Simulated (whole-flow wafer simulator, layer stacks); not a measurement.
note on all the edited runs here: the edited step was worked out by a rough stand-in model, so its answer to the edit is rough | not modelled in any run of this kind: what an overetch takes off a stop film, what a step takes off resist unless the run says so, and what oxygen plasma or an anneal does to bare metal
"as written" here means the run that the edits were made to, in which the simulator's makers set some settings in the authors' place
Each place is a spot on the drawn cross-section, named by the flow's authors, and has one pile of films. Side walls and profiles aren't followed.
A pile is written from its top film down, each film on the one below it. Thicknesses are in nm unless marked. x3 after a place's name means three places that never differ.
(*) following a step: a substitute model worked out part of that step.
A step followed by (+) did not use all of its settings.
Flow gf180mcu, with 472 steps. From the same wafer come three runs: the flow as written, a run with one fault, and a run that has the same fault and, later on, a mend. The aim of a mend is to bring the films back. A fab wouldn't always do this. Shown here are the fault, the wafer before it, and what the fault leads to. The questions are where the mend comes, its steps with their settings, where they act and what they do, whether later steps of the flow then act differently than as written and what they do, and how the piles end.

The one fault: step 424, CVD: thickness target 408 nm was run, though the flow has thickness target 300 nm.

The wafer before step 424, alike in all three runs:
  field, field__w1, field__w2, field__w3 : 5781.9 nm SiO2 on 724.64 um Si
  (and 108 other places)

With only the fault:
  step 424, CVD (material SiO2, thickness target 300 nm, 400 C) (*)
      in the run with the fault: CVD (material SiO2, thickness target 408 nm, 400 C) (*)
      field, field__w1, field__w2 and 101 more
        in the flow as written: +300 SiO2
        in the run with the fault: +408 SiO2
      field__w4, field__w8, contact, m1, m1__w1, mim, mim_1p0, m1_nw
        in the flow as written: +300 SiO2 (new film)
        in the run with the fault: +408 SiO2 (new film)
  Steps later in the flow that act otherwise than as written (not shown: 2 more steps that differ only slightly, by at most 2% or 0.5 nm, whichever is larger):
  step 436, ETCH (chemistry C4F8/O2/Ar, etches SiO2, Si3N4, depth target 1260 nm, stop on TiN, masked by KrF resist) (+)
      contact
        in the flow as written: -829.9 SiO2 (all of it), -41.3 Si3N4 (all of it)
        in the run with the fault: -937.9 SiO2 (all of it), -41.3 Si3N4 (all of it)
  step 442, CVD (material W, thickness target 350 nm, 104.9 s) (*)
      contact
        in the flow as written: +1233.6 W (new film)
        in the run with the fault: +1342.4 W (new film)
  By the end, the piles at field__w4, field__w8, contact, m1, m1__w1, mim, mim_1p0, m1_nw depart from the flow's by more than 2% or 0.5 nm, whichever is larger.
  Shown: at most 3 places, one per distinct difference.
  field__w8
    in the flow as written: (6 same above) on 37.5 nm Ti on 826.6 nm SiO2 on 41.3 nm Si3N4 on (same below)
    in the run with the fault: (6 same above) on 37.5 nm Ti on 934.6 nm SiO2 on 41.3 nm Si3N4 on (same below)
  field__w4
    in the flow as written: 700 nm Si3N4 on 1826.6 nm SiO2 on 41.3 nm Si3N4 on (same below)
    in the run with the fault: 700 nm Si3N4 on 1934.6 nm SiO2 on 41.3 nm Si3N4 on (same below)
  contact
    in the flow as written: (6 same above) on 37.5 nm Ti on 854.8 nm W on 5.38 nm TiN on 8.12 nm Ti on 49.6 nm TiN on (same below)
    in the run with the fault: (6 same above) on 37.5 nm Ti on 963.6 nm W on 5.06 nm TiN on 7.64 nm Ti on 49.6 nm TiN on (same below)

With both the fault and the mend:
  The mend stands after step 424.
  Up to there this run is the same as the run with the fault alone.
  step 424a, WET ETCH (chemistry dHF, depth target 108 nm, 25 C, dilution 100:1) (the flow's step 17 again, with other settings)
      field, field__w1, field__w2 and 109 more
        -108 SiO2
  Every later step of the flow that is run acts as written at every place that is followed.
  The piles end the same as the flow's at every place that both follow.
